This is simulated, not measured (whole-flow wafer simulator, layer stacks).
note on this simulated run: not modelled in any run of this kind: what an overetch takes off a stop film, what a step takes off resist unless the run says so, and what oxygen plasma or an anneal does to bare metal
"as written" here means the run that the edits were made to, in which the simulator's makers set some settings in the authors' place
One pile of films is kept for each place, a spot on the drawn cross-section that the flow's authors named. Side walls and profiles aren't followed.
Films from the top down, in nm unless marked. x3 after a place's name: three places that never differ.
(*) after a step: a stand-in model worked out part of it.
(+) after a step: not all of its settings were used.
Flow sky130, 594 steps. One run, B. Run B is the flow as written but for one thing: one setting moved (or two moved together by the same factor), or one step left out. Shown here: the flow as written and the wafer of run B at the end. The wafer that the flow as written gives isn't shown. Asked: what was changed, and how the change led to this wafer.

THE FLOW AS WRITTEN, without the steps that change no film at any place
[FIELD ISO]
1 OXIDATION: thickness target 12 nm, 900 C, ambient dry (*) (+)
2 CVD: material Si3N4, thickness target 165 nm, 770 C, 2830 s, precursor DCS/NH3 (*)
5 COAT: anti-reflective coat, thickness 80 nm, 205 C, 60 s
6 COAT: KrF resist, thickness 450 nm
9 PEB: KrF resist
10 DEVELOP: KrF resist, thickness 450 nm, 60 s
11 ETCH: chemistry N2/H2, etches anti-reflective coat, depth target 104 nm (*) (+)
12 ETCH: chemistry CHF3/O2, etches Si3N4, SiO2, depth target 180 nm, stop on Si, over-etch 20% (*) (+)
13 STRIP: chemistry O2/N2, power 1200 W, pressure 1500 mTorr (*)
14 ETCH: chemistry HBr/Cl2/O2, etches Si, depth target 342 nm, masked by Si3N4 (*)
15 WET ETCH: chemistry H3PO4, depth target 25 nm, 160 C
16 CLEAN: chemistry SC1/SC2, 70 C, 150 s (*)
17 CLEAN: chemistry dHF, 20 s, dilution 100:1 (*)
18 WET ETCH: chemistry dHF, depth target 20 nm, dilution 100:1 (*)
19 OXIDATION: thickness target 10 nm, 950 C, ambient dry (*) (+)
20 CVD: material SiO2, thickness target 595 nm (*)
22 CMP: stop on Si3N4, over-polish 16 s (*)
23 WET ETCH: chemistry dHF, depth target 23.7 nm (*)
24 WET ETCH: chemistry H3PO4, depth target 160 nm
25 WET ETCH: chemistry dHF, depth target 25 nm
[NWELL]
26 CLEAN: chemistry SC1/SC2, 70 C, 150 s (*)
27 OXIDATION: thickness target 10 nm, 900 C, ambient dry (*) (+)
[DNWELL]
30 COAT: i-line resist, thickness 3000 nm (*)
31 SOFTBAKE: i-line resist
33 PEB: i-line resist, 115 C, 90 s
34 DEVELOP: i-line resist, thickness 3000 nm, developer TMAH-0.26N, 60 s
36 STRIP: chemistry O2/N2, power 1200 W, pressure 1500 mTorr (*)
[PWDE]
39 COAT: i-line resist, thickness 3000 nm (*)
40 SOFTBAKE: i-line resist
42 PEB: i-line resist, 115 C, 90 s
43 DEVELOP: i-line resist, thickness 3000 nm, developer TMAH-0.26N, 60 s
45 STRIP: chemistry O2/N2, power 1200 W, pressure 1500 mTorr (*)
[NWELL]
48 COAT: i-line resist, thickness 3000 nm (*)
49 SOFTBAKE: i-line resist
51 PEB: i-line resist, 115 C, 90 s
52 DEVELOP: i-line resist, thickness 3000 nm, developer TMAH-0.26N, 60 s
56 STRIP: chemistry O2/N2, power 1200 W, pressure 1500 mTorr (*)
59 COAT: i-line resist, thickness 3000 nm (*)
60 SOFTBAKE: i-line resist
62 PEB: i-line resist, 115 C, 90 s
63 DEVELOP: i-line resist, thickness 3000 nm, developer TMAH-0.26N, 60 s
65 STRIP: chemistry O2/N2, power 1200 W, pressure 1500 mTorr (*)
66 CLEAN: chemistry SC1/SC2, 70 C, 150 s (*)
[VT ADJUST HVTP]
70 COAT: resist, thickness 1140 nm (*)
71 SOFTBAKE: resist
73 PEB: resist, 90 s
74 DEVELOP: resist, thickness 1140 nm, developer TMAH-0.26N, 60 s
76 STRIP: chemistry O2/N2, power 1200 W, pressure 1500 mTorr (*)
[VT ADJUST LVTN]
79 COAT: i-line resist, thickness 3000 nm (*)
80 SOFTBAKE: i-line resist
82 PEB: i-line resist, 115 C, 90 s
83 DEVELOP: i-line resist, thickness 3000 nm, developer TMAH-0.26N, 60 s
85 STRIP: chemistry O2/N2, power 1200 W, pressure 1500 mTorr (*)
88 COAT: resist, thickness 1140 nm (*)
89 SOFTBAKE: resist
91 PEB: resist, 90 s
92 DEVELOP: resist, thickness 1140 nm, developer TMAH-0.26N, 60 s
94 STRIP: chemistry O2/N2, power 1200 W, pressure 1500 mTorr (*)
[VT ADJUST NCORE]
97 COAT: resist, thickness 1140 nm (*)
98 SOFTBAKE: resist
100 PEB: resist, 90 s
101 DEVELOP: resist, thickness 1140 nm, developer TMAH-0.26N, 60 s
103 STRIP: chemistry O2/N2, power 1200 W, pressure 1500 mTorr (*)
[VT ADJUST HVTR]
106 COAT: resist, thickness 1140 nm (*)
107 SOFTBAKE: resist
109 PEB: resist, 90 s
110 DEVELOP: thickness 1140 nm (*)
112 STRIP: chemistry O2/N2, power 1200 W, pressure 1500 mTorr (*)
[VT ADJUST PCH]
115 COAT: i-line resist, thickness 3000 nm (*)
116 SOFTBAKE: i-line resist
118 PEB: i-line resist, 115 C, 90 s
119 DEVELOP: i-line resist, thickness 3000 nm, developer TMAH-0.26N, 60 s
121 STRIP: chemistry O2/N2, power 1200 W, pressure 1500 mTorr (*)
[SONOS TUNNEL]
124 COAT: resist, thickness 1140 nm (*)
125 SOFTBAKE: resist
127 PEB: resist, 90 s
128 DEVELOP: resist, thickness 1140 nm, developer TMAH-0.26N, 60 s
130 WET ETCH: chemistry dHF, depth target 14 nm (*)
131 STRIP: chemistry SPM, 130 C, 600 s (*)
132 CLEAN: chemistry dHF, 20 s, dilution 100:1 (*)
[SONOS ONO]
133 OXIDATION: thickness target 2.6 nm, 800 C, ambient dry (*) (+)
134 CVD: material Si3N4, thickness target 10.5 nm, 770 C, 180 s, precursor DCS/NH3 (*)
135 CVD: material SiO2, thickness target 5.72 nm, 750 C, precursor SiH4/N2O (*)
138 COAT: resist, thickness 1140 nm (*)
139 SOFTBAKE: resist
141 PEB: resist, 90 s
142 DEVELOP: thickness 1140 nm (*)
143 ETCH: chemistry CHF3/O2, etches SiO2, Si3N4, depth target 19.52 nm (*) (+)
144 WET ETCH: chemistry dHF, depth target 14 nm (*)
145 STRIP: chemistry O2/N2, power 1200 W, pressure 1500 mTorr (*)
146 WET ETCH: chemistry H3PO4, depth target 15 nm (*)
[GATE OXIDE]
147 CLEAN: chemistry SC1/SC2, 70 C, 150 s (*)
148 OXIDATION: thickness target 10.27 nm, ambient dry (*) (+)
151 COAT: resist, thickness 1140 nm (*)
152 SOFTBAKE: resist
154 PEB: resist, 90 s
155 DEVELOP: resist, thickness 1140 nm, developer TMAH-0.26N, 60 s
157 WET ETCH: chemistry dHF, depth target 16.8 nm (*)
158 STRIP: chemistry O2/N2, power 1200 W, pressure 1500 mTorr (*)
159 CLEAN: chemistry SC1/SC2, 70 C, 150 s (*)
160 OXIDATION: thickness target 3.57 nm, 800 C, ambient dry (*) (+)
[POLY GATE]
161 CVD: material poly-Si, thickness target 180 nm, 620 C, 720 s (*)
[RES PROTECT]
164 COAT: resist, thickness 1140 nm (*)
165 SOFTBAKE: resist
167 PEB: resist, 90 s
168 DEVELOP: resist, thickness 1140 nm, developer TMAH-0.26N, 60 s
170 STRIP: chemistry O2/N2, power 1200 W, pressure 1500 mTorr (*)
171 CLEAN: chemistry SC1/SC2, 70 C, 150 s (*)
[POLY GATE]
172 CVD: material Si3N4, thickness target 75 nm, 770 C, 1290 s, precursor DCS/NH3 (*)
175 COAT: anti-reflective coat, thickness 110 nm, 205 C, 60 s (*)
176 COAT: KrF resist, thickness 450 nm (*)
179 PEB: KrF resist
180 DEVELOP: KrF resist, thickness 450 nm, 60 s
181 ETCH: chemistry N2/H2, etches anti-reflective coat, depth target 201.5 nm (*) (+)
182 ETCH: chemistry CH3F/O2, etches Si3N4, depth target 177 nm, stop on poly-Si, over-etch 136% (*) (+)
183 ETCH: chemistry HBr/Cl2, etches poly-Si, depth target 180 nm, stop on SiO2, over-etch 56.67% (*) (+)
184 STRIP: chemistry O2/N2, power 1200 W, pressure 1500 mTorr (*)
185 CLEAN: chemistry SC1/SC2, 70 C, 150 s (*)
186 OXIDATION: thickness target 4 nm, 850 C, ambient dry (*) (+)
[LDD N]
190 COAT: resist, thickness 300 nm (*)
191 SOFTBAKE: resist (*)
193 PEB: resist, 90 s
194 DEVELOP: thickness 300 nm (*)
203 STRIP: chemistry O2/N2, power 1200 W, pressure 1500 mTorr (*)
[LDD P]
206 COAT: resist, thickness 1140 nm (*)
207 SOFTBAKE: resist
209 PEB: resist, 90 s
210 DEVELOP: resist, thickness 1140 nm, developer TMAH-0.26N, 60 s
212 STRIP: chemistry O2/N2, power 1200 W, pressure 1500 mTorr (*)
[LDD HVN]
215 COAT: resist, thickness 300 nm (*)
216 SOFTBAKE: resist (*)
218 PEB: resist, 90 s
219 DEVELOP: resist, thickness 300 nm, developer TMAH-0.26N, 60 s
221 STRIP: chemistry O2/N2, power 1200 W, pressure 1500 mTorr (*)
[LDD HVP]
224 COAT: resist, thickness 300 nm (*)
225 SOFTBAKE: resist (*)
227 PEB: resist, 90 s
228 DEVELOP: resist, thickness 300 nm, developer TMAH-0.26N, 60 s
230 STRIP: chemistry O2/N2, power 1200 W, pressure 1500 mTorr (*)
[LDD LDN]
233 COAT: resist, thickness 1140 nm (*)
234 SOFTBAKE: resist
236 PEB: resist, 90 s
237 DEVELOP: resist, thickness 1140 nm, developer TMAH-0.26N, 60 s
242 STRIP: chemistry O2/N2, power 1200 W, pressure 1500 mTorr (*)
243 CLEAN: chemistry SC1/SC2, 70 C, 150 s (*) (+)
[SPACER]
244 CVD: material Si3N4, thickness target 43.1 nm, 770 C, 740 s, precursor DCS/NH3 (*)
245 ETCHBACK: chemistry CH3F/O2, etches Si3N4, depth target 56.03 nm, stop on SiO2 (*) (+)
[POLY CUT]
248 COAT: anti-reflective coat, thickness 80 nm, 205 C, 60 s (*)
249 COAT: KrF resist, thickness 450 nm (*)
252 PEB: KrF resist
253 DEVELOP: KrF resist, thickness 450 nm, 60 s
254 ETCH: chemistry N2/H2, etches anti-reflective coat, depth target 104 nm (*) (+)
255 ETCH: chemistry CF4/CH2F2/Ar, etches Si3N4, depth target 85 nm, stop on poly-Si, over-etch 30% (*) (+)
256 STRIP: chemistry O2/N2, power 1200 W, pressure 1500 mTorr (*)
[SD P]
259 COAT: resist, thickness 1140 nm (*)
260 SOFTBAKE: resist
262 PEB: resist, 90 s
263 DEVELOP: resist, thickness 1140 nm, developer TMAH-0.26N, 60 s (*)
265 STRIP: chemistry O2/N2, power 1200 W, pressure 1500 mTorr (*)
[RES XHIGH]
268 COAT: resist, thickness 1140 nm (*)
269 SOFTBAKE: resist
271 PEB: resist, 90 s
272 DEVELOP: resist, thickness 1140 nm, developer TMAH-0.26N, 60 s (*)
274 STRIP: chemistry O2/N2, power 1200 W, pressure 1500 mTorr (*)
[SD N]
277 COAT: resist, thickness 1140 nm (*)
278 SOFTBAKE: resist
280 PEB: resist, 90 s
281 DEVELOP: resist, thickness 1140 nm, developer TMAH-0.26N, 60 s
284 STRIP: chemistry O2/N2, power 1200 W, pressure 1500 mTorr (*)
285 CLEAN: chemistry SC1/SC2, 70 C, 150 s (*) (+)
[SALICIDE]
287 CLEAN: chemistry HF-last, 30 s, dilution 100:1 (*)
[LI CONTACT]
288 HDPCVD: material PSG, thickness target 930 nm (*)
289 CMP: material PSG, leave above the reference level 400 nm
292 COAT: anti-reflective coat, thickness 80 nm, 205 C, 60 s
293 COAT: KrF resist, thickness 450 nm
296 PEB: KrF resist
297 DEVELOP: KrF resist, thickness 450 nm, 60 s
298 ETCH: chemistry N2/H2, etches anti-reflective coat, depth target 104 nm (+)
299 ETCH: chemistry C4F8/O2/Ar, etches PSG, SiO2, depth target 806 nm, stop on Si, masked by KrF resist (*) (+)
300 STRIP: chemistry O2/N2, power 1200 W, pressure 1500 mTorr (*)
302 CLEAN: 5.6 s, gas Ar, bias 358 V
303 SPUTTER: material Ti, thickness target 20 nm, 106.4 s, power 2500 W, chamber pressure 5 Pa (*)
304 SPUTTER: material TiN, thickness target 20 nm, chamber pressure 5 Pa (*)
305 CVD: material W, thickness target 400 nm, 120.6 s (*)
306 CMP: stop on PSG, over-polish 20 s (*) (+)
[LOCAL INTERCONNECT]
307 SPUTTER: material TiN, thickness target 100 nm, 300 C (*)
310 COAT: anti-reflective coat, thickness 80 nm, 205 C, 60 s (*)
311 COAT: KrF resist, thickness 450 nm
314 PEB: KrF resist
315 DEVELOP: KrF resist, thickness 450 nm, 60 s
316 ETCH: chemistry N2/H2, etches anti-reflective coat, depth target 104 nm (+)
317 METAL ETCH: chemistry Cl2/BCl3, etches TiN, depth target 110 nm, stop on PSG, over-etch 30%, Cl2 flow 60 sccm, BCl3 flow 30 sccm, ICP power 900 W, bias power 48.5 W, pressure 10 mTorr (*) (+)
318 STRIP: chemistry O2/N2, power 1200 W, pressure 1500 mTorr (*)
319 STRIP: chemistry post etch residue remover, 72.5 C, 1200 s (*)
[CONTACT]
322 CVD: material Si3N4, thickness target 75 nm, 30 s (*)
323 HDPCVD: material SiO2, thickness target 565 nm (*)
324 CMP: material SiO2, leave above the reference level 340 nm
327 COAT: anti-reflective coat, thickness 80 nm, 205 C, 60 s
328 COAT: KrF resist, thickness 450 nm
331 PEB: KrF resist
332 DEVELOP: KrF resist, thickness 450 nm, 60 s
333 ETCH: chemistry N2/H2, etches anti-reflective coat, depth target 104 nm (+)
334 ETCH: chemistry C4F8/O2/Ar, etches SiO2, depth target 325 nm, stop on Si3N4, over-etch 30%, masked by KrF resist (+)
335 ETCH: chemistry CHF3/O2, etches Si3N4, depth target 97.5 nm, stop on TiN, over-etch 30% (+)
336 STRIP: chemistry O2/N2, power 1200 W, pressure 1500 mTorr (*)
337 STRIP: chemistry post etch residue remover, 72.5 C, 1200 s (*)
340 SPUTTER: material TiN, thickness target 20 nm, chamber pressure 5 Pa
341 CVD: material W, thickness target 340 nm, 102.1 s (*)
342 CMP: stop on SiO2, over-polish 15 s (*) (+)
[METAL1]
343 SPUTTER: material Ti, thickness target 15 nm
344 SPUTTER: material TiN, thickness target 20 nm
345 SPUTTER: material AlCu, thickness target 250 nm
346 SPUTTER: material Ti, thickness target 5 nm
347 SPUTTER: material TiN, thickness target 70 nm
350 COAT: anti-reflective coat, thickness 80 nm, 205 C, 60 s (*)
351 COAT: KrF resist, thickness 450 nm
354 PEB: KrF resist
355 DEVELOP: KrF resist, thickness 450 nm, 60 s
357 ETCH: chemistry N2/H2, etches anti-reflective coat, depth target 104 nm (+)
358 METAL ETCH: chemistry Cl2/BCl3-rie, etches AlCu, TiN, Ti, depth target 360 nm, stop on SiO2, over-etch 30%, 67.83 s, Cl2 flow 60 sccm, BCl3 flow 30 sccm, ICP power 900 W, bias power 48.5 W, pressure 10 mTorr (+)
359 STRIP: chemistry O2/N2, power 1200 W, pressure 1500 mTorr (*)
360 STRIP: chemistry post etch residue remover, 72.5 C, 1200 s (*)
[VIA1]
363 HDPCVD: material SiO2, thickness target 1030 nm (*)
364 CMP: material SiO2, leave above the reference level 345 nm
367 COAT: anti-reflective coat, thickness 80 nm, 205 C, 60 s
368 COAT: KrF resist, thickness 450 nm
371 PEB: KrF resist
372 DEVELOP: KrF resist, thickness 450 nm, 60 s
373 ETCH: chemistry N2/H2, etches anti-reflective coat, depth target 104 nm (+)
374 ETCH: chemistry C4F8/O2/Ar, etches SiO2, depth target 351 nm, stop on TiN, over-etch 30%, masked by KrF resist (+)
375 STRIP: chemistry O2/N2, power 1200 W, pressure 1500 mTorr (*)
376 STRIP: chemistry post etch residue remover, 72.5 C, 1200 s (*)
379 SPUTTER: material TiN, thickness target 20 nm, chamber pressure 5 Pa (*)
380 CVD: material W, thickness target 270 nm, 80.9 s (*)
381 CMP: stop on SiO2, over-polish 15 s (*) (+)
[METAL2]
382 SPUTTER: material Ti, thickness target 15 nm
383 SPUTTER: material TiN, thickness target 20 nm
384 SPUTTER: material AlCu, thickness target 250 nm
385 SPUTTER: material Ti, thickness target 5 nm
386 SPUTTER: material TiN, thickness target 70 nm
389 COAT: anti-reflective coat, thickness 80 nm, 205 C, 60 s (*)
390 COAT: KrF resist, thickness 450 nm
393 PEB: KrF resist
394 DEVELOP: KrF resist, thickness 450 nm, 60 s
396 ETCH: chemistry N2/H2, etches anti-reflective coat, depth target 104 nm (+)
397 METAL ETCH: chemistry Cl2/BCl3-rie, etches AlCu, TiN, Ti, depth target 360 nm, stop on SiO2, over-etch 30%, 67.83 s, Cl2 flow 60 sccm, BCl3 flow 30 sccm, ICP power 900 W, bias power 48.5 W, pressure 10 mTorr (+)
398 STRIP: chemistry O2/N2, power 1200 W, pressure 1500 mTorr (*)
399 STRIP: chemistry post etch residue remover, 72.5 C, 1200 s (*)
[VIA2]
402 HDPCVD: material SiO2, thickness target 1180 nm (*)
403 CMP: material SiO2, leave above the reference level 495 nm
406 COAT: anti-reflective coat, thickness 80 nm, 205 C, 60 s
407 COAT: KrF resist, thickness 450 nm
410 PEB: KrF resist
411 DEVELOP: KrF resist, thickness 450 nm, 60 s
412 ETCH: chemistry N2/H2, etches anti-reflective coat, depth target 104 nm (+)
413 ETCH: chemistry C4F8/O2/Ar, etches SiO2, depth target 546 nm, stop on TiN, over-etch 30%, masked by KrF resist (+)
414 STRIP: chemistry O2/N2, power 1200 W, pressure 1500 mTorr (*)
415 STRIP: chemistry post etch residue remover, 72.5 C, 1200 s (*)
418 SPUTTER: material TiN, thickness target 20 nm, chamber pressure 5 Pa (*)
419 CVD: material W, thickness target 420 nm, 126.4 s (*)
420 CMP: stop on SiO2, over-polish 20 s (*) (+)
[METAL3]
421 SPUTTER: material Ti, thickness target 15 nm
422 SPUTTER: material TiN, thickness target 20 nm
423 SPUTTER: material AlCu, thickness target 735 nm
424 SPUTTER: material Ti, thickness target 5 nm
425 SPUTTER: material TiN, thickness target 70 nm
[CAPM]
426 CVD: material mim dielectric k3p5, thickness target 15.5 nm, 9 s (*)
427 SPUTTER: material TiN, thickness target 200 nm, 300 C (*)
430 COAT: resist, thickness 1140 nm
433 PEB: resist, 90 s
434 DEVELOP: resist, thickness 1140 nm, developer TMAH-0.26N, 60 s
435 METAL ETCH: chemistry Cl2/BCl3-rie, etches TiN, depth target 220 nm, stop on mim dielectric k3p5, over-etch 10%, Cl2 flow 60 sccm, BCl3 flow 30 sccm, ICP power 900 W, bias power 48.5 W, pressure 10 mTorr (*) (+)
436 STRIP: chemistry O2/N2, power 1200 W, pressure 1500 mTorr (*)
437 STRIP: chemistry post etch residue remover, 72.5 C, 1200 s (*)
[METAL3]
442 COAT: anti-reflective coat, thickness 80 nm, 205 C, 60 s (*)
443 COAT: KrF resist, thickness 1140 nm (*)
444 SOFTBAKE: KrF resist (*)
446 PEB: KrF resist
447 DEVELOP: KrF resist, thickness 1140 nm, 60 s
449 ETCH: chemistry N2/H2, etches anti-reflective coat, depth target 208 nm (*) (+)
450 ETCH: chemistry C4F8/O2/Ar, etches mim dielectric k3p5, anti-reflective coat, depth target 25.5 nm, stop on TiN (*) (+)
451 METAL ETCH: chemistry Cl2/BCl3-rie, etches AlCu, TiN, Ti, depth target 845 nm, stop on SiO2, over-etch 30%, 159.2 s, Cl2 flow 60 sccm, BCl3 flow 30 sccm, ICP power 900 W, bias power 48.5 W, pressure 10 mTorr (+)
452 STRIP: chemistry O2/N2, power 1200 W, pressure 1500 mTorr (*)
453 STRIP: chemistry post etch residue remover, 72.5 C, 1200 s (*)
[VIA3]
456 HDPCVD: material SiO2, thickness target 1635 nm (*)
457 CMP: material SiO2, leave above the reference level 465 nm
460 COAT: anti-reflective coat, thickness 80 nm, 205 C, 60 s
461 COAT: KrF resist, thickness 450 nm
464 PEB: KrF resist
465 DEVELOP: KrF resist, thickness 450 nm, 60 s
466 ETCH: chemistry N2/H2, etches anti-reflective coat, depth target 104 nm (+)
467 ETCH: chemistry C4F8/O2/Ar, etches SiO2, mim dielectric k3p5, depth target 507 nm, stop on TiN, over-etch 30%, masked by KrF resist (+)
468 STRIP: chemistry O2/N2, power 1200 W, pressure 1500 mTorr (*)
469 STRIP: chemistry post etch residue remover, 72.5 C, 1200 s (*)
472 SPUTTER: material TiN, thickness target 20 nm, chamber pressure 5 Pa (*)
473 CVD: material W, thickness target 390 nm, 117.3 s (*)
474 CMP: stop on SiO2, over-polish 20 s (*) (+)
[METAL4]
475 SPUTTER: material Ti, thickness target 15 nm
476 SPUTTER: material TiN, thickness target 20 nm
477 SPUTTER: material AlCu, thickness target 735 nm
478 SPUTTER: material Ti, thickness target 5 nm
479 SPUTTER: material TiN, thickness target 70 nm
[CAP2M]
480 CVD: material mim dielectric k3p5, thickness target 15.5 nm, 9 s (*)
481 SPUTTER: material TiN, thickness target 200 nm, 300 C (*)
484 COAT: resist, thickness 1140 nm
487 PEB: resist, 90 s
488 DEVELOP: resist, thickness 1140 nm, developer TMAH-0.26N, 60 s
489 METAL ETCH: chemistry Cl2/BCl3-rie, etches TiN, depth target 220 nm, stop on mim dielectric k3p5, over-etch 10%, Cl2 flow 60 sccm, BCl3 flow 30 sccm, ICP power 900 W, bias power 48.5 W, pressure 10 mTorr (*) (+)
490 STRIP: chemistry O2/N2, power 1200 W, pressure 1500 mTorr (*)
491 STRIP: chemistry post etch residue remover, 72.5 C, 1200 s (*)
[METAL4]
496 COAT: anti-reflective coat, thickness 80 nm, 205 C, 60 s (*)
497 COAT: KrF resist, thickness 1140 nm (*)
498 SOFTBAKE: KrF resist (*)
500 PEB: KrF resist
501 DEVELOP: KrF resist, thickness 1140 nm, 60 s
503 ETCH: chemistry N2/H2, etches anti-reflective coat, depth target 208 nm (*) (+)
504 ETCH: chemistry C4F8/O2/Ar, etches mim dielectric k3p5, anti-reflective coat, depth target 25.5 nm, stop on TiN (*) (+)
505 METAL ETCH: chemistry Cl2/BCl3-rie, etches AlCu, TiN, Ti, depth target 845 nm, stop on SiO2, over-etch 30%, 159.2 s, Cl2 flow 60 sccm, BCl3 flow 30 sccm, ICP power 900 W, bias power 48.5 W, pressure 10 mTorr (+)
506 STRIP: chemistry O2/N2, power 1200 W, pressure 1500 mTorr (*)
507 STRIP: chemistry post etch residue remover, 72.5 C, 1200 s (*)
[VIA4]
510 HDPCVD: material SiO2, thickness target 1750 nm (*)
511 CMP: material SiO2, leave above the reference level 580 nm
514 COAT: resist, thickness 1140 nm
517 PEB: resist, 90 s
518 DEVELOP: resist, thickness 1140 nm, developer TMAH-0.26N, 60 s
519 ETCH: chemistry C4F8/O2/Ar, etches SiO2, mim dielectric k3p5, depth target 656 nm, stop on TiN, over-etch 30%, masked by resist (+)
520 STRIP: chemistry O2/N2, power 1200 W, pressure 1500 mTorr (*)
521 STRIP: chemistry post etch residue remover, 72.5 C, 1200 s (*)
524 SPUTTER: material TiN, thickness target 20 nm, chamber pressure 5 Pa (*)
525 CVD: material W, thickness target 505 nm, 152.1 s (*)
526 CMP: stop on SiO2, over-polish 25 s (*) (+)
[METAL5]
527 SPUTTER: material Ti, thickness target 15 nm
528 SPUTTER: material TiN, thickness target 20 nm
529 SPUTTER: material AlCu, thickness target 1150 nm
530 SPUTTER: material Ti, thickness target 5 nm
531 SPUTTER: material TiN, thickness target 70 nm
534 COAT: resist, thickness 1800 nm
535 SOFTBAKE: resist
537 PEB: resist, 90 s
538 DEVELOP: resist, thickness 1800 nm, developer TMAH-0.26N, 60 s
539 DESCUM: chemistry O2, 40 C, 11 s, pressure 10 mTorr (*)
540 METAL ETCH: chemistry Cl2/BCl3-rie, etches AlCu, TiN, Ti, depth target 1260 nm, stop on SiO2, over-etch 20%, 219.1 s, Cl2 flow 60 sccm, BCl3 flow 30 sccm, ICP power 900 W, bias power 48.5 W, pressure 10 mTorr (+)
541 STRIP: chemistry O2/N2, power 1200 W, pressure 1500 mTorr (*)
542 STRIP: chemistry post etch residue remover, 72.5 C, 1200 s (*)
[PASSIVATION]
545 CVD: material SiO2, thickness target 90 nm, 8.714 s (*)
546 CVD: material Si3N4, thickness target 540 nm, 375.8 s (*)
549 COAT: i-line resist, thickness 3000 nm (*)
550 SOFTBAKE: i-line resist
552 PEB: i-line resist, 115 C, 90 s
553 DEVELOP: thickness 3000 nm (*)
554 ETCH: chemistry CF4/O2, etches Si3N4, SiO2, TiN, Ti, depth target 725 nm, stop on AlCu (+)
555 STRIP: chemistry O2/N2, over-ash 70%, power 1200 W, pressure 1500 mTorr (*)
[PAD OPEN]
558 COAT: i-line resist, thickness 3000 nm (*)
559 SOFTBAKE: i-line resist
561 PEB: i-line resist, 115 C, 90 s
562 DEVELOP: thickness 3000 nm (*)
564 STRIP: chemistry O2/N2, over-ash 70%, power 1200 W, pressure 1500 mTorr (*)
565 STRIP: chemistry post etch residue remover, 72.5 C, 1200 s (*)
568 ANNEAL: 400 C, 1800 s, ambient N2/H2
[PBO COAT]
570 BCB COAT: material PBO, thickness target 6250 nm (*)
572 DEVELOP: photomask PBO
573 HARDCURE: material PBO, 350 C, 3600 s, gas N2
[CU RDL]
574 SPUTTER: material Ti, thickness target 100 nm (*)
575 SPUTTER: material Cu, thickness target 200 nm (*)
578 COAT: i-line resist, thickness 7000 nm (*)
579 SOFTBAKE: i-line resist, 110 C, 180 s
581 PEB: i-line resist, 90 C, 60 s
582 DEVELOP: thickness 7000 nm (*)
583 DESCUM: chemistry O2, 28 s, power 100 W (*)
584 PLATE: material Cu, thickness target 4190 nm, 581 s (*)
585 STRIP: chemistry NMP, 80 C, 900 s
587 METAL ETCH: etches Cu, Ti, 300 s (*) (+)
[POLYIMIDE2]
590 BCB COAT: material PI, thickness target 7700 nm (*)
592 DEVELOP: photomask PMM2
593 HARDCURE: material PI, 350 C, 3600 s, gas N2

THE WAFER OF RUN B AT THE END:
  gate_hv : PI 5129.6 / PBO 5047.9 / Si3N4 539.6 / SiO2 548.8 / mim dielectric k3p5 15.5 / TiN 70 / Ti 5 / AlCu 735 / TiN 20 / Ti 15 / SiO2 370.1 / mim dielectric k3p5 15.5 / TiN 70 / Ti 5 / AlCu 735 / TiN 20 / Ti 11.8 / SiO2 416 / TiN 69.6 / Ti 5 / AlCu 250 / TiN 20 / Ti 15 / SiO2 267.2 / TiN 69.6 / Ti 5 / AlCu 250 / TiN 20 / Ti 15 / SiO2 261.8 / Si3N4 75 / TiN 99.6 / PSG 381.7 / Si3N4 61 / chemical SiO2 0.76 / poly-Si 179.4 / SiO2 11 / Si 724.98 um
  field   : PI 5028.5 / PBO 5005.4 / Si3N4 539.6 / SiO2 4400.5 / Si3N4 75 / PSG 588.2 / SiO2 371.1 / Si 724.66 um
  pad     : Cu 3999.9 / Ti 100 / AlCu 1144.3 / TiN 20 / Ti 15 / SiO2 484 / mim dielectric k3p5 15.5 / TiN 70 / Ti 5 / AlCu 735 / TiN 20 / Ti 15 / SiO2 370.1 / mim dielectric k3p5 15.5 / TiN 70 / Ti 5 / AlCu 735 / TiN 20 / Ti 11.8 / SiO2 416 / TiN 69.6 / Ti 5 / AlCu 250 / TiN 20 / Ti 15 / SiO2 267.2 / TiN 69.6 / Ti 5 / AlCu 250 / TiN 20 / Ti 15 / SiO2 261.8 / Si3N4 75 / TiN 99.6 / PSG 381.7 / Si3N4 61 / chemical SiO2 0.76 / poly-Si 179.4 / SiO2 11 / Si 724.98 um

The cause: step 421, SPUTTER: thickness target 11.8 nm was run, where the flow has thickness target 15 nm.
It can be read off the wafer: gate_hv has Ti 11.8, and step 421 as written asks for 15 nm.

How the change led to this, step by step:
  421 SPUTTER: material Ti, thickness target 15 nm
      field, active, n_well and 188 more: Ti +11.8 (new film) (as written it would be: Ti +15 (new film))
  451 METAL ETCH: chemistry Cl2/BCl3-rie, etches AlCu, TiN, Ti, depth target 845 nm, stop on SiO2, over-etch 30%, 159.2 s, Cl2 flow 60 sccm, BCl3 flow 30 sccm, ICP power 900 W, bias power 48.5 W, pressure 10 mTorr (+)
      field, active, gate and 69 more: TiN -70 (all of it), Ti -5 (all of it), AlCu -735 (all of it), TiN -20 (all of it), Ti -11.8 (all of it), SiO2 -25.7 (as written it would be: TiN -70 (all of it), Ti -5 (all of it), AlCu -735 (all of it), TiN -20 (all of it), Ti -15 (all of it), SiO2 -25.4)
      vpp_ln, vpp_iso2, ndiff_ln and 10 more: TiN -70 (all of it), Ti -5 (all of it), AlCu -735 (all of it), TiN -20 (all of it), Ti -11.8 (all of it), SiO2 -25.7 (as written it would be: TiN -70 (all of it), Ti -5 (all of it), AlCu -735 (all of it), TiN -20 (all of it), Ti -15 (all of it), SiO2 -25.3)
